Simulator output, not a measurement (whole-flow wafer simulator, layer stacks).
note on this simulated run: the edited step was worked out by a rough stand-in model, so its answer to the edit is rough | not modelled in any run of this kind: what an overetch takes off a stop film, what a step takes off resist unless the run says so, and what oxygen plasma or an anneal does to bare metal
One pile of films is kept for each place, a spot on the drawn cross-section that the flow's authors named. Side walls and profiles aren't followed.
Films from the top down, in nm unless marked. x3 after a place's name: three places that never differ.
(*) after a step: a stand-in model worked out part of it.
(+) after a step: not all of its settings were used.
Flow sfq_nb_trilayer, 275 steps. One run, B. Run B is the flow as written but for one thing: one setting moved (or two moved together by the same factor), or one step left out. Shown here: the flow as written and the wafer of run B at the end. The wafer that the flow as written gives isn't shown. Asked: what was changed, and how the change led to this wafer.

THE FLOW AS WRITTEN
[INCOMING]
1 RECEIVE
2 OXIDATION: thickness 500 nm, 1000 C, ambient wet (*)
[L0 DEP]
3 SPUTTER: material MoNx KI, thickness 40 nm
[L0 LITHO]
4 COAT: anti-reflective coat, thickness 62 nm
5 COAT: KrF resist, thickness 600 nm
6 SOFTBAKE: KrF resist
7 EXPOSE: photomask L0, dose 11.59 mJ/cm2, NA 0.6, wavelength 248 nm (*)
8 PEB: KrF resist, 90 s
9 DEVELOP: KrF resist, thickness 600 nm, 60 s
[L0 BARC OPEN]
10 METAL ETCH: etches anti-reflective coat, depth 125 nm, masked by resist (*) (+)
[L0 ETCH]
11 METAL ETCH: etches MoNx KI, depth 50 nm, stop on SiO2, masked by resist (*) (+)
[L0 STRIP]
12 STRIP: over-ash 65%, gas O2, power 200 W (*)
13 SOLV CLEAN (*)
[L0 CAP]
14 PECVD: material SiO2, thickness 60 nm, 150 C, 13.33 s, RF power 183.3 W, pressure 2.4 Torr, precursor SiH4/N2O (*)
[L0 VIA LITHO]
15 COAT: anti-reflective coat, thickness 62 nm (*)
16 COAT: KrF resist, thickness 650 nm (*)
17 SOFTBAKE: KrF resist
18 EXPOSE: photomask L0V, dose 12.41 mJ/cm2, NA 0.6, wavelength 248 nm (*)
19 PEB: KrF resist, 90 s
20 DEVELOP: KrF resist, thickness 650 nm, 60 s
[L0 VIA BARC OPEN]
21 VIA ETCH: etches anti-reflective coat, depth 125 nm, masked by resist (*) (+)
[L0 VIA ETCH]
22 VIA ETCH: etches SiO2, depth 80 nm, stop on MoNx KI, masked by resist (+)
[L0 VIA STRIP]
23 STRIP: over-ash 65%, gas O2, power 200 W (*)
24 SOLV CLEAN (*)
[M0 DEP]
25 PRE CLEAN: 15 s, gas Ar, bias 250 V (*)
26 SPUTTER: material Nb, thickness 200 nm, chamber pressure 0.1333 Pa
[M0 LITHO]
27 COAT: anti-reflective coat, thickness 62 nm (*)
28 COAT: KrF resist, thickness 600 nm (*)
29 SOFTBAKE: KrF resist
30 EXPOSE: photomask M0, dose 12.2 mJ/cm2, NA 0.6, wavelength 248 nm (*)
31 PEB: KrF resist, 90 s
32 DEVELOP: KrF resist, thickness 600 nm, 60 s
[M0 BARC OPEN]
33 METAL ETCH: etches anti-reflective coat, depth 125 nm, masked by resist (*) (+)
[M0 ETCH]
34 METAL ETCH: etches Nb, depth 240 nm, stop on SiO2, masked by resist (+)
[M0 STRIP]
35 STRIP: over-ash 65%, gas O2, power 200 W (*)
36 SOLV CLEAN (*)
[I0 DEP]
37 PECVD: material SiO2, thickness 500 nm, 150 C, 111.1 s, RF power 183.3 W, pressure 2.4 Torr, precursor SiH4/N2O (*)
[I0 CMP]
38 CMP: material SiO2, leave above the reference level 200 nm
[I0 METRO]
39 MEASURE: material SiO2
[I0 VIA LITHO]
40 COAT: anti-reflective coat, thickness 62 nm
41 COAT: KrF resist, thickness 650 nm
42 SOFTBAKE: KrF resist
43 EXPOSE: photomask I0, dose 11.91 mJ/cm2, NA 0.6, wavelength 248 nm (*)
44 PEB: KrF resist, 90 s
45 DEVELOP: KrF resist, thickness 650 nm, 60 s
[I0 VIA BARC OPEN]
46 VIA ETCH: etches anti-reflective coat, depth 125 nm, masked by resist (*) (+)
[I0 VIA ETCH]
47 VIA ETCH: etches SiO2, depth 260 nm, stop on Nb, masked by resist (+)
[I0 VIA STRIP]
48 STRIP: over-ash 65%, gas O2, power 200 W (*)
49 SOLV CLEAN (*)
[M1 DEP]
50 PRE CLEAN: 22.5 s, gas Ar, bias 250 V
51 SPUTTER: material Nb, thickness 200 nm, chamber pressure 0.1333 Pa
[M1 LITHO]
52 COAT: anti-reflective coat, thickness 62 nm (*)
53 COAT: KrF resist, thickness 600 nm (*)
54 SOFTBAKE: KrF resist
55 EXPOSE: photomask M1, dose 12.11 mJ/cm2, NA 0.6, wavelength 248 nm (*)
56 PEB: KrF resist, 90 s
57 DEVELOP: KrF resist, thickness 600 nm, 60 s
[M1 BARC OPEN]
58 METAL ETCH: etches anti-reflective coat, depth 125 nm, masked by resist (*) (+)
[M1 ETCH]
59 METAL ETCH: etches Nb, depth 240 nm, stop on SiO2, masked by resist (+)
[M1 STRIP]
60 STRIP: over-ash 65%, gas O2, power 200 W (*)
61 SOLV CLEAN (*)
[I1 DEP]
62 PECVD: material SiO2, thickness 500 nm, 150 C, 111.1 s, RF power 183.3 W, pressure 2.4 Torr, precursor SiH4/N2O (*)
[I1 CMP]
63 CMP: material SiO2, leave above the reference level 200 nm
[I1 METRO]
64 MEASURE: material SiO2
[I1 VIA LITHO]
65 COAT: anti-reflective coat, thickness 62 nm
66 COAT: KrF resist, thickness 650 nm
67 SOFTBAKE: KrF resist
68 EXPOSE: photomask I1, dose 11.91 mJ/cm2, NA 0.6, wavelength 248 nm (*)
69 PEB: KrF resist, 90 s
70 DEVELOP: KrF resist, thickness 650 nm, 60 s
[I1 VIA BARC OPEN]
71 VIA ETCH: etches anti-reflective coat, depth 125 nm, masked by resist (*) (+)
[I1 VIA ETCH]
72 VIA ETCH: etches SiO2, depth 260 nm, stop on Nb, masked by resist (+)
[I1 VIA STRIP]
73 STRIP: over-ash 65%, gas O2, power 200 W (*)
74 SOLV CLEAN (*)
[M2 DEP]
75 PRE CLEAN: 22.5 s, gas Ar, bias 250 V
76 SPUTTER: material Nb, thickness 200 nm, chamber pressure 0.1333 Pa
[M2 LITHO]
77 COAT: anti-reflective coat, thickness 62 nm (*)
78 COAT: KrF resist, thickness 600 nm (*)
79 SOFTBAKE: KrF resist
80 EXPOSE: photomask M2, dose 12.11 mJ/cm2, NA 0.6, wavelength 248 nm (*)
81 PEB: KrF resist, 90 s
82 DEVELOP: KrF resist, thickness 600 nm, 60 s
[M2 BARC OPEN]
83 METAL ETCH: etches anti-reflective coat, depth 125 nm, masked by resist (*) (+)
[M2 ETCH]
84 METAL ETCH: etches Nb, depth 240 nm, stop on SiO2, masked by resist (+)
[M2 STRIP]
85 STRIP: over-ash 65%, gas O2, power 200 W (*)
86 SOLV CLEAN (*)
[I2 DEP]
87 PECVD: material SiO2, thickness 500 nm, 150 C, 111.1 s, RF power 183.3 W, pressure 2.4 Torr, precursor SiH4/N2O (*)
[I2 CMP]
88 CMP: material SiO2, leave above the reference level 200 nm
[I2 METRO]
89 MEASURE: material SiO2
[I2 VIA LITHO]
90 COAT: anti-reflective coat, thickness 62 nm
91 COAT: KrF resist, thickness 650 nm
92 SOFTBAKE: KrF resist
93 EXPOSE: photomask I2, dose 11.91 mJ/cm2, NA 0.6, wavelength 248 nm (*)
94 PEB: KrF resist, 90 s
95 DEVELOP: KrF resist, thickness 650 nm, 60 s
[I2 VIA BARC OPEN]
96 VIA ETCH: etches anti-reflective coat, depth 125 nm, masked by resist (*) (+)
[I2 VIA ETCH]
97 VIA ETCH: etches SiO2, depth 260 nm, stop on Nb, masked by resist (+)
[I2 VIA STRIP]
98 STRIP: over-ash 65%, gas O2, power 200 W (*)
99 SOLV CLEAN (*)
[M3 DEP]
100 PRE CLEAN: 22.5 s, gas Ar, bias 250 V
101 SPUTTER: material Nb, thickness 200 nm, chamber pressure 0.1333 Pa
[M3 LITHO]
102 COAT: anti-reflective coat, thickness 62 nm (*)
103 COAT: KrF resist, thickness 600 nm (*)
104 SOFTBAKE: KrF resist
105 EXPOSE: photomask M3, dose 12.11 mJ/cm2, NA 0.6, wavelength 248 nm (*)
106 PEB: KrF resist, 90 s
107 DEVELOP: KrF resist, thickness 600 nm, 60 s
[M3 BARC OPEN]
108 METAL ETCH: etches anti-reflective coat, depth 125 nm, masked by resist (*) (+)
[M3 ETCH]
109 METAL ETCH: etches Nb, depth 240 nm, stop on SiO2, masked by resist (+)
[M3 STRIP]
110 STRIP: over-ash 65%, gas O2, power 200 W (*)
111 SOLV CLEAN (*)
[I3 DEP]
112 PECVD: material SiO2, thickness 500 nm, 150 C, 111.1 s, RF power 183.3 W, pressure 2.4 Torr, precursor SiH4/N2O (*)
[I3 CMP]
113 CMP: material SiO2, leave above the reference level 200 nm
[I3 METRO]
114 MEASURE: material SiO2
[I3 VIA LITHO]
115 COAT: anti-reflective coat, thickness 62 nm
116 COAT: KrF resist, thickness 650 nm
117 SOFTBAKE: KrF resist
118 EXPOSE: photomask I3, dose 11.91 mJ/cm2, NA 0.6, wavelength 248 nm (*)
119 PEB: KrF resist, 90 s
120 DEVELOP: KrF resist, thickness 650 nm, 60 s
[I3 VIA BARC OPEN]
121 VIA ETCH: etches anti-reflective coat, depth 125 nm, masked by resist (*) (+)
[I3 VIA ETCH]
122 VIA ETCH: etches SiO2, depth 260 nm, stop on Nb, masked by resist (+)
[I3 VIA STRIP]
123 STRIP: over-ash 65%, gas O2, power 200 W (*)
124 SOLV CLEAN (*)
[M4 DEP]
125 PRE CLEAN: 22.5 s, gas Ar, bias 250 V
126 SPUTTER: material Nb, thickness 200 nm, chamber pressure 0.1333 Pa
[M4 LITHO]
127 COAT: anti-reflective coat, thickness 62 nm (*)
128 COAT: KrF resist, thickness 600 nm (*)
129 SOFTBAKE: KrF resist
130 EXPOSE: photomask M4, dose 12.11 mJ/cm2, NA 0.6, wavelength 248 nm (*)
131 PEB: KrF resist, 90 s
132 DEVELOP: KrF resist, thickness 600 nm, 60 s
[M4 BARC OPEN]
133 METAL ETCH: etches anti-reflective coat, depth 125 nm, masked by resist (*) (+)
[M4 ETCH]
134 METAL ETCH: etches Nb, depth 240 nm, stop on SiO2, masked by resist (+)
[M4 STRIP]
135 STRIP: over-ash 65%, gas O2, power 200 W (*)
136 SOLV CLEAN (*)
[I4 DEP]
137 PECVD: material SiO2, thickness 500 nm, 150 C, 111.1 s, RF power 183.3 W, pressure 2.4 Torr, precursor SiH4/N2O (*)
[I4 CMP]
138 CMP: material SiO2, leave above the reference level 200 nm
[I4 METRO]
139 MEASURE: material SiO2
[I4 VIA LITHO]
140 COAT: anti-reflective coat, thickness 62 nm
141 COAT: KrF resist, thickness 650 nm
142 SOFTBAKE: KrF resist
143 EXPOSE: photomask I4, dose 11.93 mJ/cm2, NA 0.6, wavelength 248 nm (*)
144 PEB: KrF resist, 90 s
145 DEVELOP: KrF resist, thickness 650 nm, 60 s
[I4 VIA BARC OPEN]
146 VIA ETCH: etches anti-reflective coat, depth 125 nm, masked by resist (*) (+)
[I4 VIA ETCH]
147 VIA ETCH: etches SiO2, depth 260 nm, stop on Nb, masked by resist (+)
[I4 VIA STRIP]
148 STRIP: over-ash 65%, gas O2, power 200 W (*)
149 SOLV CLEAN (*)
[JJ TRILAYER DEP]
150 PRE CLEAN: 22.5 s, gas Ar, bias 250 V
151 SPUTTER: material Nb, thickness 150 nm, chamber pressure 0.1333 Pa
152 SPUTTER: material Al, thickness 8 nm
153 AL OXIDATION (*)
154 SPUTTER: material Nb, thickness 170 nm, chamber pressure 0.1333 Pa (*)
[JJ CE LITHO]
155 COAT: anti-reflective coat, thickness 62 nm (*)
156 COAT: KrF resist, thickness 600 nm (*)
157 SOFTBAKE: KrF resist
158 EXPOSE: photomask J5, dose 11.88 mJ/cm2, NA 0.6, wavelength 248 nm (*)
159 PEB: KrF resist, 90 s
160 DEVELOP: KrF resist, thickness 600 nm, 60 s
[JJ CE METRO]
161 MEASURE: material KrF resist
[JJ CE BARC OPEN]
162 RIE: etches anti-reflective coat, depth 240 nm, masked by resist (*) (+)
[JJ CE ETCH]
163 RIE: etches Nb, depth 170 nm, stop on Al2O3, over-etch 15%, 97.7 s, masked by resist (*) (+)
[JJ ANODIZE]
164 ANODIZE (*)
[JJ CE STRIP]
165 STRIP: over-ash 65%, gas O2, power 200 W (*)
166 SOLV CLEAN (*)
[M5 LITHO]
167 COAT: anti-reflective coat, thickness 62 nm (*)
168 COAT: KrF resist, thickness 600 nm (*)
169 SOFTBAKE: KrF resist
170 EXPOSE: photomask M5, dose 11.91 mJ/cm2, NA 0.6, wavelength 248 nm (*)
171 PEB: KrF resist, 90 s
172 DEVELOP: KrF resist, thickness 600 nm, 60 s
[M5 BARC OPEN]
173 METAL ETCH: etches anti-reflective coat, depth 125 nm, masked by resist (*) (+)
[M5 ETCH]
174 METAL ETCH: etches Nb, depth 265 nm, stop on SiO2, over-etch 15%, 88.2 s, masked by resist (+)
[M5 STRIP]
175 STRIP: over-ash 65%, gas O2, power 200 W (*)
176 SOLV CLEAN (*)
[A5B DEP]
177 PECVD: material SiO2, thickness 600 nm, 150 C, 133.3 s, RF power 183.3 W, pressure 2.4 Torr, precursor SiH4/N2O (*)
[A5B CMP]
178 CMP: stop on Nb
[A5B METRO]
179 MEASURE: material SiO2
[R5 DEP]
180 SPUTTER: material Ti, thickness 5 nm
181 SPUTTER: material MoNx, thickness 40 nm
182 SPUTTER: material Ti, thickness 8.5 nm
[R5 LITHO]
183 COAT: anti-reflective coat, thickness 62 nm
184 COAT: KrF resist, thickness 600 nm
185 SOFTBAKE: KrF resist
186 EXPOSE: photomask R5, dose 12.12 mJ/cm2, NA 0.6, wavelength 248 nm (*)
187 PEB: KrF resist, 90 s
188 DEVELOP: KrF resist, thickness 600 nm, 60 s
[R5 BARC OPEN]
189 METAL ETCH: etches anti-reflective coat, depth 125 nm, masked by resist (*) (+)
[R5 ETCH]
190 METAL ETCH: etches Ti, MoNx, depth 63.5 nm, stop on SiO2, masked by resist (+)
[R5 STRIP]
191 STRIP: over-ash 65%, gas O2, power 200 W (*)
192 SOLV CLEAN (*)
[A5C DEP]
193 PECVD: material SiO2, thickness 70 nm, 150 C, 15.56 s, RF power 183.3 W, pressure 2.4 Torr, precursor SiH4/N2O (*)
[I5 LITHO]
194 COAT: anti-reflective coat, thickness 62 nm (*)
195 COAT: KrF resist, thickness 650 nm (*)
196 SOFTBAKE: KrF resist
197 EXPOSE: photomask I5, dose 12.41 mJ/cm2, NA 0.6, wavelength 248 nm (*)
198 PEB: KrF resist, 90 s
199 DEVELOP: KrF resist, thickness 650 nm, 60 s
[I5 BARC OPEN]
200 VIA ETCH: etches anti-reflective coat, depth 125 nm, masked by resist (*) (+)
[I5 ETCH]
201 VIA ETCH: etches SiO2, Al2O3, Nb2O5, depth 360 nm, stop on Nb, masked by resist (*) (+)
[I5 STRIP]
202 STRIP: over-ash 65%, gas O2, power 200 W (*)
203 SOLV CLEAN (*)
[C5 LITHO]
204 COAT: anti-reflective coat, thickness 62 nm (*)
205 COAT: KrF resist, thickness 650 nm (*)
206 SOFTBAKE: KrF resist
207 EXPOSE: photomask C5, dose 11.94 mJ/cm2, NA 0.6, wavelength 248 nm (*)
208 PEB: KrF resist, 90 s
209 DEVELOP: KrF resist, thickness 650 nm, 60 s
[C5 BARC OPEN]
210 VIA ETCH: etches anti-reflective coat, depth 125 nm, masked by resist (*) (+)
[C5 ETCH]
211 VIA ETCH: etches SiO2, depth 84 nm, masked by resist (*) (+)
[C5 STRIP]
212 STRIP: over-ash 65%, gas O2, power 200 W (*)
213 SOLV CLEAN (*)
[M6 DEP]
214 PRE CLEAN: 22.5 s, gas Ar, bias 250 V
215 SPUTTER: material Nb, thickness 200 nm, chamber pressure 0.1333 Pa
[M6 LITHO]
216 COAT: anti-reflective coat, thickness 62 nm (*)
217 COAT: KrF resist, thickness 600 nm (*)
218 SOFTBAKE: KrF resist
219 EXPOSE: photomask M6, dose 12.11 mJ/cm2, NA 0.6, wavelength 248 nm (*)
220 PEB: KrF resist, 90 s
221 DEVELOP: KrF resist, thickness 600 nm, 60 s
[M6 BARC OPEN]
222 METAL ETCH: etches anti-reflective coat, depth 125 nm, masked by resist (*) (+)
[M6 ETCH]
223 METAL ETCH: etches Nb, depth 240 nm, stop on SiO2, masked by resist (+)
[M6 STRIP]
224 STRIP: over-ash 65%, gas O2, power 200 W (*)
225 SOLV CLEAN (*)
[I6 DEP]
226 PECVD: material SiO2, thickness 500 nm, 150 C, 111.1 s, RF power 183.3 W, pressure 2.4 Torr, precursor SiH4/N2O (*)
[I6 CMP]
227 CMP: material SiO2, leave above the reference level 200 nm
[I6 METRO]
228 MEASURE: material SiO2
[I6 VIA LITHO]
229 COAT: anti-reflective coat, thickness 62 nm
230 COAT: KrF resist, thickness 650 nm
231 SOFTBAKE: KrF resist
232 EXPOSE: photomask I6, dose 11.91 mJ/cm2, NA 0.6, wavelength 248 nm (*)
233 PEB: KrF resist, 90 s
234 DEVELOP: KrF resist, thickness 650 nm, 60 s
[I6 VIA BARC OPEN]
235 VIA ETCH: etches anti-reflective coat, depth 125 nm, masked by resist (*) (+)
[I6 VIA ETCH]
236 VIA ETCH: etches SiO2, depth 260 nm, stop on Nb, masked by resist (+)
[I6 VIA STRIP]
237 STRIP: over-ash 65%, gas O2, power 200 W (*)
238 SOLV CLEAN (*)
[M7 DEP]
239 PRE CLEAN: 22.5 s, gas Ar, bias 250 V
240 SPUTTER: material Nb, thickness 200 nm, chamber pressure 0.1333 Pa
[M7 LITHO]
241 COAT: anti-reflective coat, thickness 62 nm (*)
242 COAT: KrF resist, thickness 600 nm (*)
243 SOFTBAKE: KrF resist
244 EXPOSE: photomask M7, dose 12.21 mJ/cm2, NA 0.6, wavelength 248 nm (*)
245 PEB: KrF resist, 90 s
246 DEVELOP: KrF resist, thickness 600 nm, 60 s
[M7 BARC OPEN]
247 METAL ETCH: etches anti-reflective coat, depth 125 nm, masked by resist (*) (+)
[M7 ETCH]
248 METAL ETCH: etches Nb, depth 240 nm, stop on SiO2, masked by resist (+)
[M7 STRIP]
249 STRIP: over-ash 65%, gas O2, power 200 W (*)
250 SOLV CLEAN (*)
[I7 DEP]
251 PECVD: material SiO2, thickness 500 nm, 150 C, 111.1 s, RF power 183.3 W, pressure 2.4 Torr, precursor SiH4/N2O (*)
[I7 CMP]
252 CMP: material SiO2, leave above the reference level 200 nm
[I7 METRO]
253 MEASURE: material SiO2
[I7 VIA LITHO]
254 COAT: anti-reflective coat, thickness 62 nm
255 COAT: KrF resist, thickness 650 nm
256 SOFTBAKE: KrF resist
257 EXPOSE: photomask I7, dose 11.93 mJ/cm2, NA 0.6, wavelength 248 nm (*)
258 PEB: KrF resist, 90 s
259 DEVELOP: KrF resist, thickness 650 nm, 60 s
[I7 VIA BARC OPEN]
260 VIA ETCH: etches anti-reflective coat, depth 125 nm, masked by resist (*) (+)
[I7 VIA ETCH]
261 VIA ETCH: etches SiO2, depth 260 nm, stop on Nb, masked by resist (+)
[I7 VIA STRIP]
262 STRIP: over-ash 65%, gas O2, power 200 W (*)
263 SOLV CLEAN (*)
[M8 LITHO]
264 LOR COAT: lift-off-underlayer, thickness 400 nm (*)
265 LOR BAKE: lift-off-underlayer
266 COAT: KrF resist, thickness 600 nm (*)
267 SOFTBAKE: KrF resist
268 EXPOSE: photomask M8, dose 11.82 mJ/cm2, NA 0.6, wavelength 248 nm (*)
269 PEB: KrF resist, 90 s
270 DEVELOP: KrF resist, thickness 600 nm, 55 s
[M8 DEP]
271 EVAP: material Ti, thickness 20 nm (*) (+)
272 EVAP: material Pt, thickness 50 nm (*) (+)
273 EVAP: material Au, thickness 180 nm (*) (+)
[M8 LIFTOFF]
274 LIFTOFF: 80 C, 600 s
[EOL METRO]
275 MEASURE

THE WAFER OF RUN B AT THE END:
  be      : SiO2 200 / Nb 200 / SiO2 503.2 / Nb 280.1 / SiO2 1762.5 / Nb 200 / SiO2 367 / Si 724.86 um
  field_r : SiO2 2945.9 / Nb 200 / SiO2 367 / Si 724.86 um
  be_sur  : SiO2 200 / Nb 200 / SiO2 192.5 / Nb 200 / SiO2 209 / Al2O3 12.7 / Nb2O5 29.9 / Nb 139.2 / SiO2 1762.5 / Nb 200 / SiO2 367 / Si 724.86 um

The cause: step 2, OXIDATION: thickness 312 nm was run, where the flow has thickness 500 nm.

How the change led to this, step by step:
  2 OXIDATION: thickness 500 nm, 1000 C, ambient wet (*)
      field_l, v_sur, via_wl and 103 more: SiO2 +312 (new film), chemical SiO2 -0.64 (all of it), Si -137 (as written it would be: SiO2 +500 (new film), chemical SiO2 -0.64 (all of it), Si -219.7)
